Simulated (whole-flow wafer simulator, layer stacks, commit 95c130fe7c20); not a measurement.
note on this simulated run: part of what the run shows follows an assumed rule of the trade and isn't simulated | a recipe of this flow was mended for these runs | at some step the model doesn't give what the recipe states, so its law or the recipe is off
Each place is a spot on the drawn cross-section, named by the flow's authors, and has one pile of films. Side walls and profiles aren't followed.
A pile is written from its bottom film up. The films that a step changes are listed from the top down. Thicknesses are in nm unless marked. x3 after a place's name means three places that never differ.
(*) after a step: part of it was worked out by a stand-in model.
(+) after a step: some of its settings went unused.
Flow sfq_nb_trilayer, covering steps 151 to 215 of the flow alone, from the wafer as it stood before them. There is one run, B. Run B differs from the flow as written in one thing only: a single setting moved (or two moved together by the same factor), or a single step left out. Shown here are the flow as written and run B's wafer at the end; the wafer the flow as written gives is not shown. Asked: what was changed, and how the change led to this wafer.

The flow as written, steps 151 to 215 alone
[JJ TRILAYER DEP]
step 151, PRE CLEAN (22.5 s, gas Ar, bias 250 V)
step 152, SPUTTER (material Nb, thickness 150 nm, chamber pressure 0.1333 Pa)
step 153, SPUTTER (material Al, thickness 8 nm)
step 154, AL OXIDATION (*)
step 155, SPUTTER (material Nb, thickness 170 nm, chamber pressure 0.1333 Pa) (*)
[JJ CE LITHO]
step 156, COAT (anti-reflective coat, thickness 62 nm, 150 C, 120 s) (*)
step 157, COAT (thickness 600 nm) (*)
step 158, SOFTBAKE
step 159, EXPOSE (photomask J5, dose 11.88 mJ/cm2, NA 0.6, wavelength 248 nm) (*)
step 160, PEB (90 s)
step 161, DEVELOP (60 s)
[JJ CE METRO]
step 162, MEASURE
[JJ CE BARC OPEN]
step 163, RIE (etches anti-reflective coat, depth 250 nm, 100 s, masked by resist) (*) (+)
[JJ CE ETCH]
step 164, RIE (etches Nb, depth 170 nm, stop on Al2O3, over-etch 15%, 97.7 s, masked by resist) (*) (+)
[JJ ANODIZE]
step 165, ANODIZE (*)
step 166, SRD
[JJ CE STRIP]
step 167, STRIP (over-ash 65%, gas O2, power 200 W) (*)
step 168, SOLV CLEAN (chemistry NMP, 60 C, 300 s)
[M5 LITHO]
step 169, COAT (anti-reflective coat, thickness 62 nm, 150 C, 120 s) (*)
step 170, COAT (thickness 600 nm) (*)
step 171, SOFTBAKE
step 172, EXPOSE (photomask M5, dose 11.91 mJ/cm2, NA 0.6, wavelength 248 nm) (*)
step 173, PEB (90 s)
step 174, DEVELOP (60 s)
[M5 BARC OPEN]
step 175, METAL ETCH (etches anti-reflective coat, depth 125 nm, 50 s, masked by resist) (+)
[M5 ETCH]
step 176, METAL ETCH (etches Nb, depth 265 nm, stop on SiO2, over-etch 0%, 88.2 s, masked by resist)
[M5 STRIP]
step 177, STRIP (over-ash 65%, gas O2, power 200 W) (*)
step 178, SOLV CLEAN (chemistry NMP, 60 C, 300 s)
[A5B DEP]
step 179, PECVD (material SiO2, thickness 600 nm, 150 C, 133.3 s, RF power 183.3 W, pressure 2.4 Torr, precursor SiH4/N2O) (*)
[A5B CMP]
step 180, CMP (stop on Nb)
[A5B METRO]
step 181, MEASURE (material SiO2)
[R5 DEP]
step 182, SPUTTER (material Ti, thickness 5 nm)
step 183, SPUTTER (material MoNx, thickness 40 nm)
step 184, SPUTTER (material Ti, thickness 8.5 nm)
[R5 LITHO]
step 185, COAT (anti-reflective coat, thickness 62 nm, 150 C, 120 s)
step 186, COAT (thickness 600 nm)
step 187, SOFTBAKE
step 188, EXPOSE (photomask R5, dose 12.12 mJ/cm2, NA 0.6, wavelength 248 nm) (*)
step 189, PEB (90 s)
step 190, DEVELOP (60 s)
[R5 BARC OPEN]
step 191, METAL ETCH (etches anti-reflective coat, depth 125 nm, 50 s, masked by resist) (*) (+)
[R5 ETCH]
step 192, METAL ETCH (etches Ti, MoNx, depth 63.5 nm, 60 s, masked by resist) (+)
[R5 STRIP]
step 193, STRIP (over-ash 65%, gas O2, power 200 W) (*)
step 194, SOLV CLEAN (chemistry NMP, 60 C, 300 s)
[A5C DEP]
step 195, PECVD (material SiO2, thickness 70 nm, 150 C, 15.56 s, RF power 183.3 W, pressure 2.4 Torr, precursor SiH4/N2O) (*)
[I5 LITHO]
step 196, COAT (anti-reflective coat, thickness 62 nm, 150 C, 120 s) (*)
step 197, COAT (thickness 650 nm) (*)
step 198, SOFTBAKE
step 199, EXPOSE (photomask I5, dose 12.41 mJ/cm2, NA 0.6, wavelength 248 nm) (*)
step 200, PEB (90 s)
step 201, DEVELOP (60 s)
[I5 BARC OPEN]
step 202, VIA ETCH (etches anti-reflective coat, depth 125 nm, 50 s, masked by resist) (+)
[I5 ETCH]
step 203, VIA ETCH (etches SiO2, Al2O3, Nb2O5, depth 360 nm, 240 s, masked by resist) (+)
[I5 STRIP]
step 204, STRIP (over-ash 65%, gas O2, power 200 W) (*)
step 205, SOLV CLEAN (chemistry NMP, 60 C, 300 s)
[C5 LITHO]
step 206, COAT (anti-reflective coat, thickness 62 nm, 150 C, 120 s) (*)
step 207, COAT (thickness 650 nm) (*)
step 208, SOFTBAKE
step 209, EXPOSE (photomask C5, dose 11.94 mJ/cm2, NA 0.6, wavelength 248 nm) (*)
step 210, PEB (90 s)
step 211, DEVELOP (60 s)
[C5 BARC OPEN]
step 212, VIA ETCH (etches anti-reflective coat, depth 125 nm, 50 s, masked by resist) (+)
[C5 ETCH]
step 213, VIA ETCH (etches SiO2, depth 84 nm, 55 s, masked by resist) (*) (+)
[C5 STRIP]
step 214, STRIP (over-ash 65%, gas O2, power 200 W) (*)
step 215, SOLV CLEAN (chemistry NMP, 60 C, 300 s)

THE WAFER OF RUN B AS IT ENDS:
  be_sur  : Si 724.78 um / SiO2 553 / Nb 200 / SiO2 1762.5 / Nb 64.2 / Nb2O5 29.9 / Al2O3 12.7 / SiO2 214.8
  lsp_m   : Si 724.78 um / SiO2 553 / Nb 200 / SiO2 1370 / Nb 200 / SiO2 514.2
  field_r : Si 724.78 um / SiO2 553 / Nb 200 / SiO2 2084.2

What caused this: step 152, SPUTTER: thickness 75 nm was run, whereas the flow has thickness 150 nm.

The path from the change to this, step by step:
  step 152, SPUTTER (material Nb, thickness 150 nm, chamber pressure 0.1333 Pa)
      field_l, v_sur, via_sp and 100 more: +75 Nb (new film) (as written it would have been: +150 Nb (new film))
      via_wl, via_wr: +53.2 Nb (as written it would have been: +129.8 Nb)
      (also at 1 further place)
  step 155, SPUTTER (material Nb, thickness 170 nm, chamber pressure 0.1333 Pa) (*)
      via_w: +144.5 Nb (new film) (as written it would have been: +140.2 Nb (new film))
  step 156, COAT (anti-reflective coat, thickness 62 nm, 150 C, 120 s) (*)
      via_wl, via_wr: +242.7 anti-reflective coat (new film) (as written it would have been: +224.3 anti-reflective coat (new film))
      via_w: +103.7 anti-reflective coat (new film) (as written it would have been: +97.3 anti-reflective coat (new film))
  step 157, COAT (thickness 600 nm) (*)
      via_wl: +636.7 KrF-resist-other-grade (new film) (as written it would have been: +650.9 KrF-resist-other-grade (new film))
      via_w: +746.6 KrF-resist-other-grade (new film) (as written it would have been: +766.6 KrF-resist-other-grade (new film))
      (also at 1 further place)
  step 161, DEVELOP (60 s)
      via_wl: -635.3 KrF-resist-other-grade (all of it) (as written it would have been: -649.5 KrF-resist-other-grade (all of it))
      via_w: -745 KrF-resist-other-grade (all of it) (as written it would have been: -764.9 KrF-resist-other-grade (all of it))
      (also at 1 further place)
  step 163, RIE (etches anti-reflective coat, depth 250 nm, 100 s, masked by resist) (*) (+)
      via_wl, via_wr: -242.7 anti-reflective coat (all of it) (as written it would have been: -224.3 anti-reflective coat (all of it))
      via_w: -103.7 anti-reflective coat (all of it) (as written it would have been: -97.3 anti-reflective coat (all of it))
  step 164, RIE (etches Nb, depth 170 nm, stop on Al2O3, over-etch 15%, 97.7 s, masked by resist) (*) (+)
      via_w: -144.5 Nb (all of it), -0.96 Al2O3 (all of it) (as written it would have been: -140.2 Nb (all of it), -0.96 Al2O3 (all of it))
  step 165, ANODIZE (*)
      via_wl, via_wr: +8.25 Al2O3 (new film), +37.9 Nb2O5 (new film), -5 Al (all of it), -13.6 Nb (as written it would have been: +7.51 Al2O3 (new film), +39.2 Nb2O5 (new film), -4.55 Al (all of it), -14.1 Nb)
      via_w: +11.1 Al2O3 (new film), +32.7 Nb2O5 (new film), -6.75 Al (all of it), -11.8 Nb (as written it would have been: +10.7 Al2O3 (new film), +33.4 Nb2O5 (new film), -6.51 Al (all of it), -12 Nb)
  step 169, COAT (anti-reflective coat, thickness 62 nm, 150 C, 120 s) (*)
      via_w: +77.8 anti-reflective coat (new film) (as written it would have been: +82.9 anti-reflective coat (new film))
      ce_r: +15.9 anti-reflective coat (new film) (as written it would have been: +17.1 anti-reflective coat (new film))
  step 176, METAL ETCH (etches Nb, depth 265 nm, stop on SiO2, over-etch 0%, 88.2 s, masked by resist)
      field_l, res, r_end and 47 more: -12.6 Al2O3 (all of it), -29.9 Nb2O5 (all of it), -64.2 Nb (all of it), -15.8 SiO2 (as written it would have been: -12.6 Al2O3 (all of it), -29.9 Nb2O5 (all of it), -139.2 Nb (all of it), -8.33 SiO2)
      r_sur, wl_a_sl, wl_a_m6: -12.5 Al2O3 (all of it), -29.9 Nb2O5 (all of it), -64.2 Nb (all of it), -15.8 SiO2 (as written it would have been: -12.5 Al2O3 (all of it), -29.9 Nb2O5 (all of it), -139.2 Nb (all of it), -8.33 SiO2)
  step 177, STRIP (over-ash 65%, gas O2, power 200 W) (*)
      via_w: -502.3 KrF-resist-other-grade (all of it), -77.8 anti-reflective coat (all of it) (as written it would have been: -509.5 KrF-resist-other-grade (all of it), -82.9 anti-reflective coat (all of it))
      ce_r: -308.6 KrF-resist-other-grade (all of it), -15.9 anti-reflective coat (all of it) (as written it would have been: -307.4 KrF-resist-other-grade (all of it), -17.1 anti-reflective coat (all of it))
  step 180, CMP (stop on Nb)
      field_l, lsp_m, ln_m6 and 44 more: -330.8 SiO2 (as written it would have been: -263.3 SiO2)
      r_sur, res, r_end, moat, field_r, lsp_l: -330.8 SiO2 (as written it would have been: -256.4 SiO2)
      (also at 3 further places)
